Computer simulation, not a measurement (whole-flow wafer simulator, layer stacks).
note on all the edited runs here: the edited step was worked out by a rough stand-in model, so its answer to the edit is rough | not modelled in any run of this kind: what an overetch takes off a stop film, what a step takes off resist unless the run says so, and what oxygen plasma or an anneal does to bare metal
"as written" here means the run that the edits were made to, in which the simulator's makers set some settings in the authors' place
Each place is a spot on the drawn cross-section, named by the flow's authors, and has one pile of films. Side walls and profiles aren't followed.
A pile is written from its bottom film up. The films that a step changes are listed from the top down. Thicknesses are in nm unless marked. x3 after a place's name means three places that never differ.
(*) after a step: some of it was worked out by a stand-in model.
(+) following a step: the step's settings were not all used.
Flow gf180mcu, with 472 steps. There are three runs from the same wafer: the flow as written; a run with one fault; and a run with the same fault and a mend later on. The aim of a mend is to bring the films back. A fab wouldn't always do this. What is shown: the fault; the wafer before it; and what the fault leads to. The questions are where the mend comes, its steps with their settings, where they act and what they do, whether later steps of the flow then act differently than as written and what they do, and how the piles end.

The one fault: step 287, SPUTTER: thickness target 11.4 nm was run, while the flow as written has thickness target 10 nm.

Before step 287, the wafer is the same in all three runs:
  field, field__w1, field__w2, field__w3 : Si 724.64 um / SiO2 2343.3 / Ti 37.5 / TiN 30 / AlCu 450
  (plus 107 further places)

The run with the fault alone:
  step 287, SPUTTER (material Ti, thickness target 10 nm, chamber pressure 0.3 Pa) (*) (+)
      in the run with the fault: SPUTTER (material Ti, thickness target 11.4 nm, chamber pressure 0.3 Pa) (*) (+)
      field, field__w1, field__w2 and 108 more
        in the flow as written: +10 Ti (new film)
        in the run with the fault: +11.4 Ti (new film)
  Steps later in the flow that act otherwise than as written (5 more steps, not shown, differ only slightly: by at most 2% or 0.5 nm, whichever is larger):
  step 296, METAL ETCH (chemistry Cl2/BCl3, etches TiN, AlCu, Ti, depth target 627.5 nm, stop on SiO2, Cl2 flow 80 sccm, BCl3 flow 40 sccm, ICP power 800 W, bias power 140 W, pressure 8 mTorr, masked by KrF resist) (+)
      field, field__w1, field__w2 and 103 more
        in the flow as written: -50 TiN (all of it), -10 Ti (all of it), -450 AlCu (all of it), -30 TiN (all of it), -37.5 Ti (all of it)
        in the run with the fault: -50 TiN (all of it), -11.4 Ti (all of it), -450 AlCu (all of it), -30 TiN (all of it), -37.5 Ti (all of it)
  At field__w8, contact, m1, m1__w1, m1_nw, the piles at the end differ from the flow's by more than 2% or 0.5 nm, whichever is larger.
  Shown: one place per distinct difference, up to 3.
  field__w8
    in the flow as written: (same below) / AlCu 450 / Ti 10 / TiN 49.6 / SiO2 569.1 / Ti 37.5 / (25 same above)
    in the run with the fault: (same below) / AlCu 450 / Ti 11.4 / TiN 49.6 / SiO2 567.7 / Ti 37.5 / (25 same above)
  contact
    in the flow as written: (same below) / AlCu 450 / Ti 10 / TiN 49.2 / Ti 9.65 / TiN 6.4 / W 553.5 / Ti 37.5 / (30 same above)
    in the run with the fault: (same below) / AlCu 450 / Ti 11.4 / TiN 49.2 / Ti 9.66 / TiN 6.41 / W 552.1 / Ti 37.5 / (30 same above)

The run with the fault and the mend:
  The mend stands after step 287.
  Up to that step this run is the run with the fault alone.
  step 287a, METAL ETCH (chemistry Cl2/BCl3, etches TiN, AlCu, Ti, depth target 1.4 nm, Cl2 flow 80 sccm, BCl3 flow 40 sccm, ICP power 800 W, bias power 140 W, pressure 8 mTorr) (the flow's step 260, run once more with other settings)
      field, field__w1, field__w2 and 108 more
        -1.4 Ti
  None of the later steps of the flow acts differently than as written at any place that is followed.
  By the end, the piles equal the flow's at every place that both follow.
